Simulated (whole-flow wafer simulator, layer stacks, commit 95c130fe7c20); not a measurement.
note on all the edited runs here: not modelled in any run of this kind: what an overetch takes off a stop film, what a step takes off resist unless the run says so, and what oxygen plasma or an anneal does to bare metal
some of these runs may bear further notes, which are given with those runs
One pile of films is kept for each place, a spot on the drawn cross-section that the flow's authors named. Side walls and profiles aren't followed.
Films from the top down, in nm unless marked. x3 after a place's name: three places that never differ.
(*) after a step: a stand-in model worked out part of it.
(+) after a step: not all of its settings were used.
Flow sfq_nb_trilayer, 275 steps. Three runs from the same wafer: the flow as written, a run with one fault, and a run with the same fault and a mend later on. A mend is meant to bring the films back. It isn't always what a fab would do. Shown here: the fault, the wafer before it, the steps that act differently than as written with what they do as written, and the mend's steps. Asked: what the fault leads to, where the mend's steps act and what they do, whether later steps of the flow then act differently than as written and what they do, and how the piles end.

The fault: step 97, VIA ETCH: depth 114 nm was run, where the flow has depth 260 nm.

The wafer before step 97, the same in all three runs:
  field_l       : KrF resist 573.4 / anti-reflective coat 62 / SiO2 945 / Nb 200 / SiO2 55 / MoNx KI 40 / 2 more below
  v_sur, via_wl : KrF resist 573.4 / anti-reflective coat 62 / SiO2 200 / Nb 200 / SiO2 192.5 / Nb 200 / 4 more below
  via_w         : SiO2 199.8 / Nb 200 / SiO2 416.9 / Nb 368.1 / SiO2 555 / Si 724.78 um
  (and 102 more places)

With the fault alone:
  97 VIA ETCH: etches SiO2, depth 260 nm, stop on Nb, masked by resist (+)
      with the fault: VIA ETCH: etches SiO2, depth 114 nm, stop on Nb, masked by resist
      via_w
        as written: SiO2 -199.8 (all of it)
        with the fault: SiO2 -114
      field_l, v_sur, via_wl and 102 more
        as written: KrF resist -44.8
        with the fault: KrF resist -19.7
  Later steps of the flow that act differently than as written (3 more steps differ only slightly, by at most 2% or 0.5 nm, whichever is larger, and aren't shown):
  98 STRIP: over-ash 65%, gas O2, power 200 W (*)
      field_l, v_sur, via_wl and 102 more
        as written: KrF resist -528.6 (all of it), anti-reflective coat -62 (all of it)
        with the fault: KrF resist -553.8 (all of it), anti-reflective coat -62 (all of it)
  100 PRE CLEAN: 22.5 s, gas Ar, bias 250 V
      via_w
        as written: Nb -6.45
        with the fault: SiO2 -7.5
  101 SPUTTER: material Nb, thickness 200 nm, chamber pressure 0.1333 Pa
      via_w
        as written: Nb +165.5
        with the fault: Nb +184.3 (new film)
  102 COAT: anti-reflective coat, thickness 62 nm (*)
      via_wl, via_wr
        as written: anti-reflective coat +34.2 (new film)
        with the fault: anti-reflective coat +38.3 (new film)
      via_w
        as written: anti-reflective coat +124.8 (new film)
        with the fault: anti-reflective coat +105.3 (new film)
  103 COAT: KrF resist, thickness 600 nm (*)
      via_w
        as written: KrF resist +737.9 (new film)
        with the fault: KrF resist +667.9 (new film)
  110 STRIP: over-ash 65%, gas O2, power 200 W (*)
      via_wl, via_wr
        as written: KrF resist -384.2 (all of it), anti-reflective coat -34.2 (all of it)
        with the fault: KrF resist -391 (all of it), anti-reflective coat -38.3 (all of it)
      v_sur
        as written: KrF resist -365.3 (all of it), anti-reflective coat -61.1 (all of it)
        with the fault: KrF resist -373.3 (all of it), anti-reflective coat -60.4 (all of it)
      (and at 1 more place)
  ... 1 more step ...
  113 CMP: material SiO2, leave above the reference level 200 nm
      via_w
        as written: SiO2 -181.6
        with the fault: SiO2 -170.2
  At the end the piles differ from the flow's by more than 2% or 0.5 nm, whichever is larger, at via_w.
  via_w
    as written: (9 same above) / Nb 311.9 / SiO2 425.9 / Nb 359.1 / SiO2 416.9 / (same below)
    with the fault: (9 same above) / Nb 311.9 / SiO2 322.3 / Nb 184.3 / SiO2 78.3 / Nb 200 / SiO2 416.9 / (same below)

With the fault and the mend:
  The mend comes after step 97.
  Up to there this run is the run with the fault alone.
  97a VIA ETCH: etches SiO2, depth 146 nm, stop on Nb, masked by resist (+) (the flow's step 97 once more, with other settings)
      field_l, v_sur, via_wl and 102 more
        KrF resist -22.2
      via_w
        SiO2 -85.8 (all of it)
  No later step of the flow acts differently than as written, at any place that is followed, by more than 2% or 0.5 nm, whichever is larger.
  At the end the piles are the same as the flow's at every place that both follow.
